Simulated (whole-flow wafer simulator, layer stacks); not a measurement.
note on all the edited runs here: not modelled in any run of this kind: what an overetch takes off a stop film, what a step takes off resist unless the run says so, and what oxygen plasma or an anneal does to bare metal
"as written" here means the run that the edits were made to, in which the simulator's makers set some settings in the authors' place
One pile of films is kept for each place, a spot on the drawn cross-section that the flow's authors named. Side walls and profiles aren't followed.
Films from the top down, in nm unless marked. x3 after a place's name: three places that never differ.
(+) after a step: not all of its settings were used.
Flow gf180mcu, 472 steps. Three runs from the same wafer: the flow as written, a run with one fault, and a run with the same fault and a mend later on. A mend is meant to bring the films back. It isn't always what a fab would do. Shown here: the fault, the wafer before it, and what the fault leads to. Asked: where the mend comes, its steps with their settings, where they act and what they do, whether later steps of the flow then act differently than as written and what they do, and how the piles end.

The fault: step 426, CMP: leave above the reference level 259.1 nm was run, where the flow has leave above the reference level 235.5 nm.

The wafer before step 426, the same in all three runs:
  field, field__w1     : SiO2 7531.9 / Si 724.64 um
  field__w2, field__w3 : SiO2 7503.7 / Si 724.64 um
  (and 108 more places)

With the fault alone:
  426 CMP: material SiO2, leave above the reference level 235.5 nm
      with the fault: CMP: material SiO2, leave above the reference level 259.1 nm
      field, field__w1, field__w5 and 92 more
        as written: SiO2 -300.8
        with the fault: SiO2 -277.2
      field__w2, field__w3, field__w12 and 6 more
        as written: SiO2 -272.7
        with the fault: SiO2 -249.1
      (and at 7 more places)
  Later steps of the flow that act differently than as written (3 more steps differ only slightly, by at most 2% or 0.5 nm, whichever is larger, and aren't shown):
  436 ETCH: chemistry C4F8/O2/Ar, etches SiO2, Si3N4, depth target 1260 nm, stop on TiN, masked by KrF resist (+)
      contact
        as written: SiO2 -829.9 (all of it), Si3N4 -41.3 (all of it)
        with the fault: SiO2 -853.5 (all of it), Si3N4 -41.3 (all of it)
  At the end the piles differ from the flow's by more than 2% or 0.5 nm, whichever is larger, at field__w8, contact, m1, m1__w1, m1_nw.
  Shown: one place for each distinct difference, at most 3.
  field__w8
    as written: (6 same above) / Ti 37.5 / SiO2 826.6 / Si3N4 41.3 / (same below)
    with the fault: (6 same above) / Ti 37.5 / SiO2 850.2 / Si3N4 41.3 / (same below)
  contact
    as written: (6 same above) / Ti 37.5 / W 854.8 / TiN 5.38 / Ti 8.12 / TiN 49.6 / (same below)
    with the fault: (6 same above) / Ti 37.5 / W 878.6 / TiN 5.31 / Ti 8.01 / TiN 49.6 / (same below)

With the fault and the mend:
  The mend comes after step 426.
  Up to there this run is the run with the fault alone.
  426a CMP: material SiO2, leave above the reference level 235.5 nm (the flow's step 426 once more)
      field, field__w1, field__w2 and 109 more
        SiO2 -23.6
  No later step of the flow acts differently than as written at any place that is followed.
  At the end the piles are the same as the flow's at every place that both follow.
